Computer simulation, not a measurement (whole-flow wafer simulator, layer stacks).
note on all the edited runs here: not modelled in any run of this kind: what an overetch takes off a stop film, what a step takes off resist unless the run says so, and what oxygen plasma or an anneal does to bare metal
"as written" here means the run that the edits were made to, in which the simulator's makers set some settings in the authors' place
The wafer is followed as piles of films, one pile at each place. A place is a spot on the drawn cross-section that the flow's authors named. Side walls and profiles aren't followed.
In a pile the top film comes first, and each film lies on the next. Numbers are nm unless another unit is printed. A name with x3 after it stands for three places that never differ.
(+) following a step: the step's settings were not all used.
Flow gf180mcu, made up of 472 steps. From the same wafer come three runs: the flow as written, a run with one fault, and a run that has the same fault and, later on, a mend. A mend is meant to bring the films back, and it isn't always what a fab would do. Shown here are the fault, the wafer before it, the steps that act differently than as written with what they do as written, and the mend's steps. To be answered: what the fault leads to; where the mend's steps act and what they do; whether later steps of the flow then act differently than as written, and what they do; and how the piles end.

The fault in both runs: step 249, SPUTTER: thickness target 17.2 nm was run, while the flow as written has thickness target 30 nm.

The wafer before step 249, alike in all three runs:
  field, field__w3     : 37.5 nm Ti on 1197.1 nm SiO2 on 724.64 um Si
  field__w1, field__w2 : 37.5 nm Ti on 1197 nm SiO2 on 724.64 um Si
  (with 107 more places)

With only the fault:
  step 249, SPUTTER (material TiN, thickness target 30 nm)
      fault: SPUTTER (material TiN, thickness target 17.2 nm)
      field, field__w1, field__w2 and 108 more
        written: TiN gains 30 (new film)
        fault: TiN gains 17.2 (new film)
  Steps later in the flow that act otherwise than as written:
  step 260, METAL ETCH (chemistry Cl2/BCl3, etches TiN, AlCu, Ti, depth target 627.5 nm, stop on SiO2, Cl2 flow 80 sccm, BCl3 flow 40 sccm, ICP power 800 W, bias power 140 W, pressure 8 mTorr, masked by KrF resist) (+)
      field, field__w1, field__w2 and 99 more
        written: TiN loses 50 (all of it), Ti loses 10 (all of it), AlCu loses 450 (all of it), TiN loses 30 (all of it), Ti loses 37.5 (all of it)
        fault: TiN loses 50 (all of it), Ti loses 10 (all of it), AlCu loses 450 (all of it), TiN loses 17.2 (all of it), Ti loses 37.5 (all of it)
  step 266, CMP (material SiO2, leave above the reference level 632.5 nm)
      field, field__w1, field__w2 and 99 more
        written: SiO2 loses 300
        fault: SiO2 loses 312.8
  At field__w8, contact, m1 and 6 more, the piles at the end differ from the flow's by more than 2% or 0.5 nm, whichever is larger.
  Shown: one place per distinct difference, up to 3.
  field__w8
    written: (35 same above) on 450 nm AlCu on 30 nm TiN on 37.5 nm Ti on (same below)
    fault: (35 same above) on 450 nm AlCu on 17.2 nm TiN on 37.5 nm Ti on (same below)
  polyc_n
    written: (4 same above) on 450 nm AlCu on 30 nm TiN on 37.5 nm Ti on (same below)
    fault: (4 same above) on 450 nm AlCu on 17.2 nm TiN on 37.5 nm Ti on (same below)
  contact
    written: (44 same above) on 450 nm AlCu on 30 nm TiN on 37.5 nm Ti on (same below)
    fault: (44 same above) on 450 nm AlCu on 17.2 nm TiN on 37.5 nm Ti on (same below)

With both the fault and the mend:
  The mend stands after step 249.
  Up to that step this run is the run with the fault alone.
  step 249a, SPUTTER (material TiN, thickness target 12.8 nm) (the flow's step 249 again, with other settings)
      field, field__w1, field__w2 and 108 more
        TiN gains 12.8
  Every later step of the flow that is run acts as written at every place that is followed.
  The piles end the same as the flow's at every place that both follow.
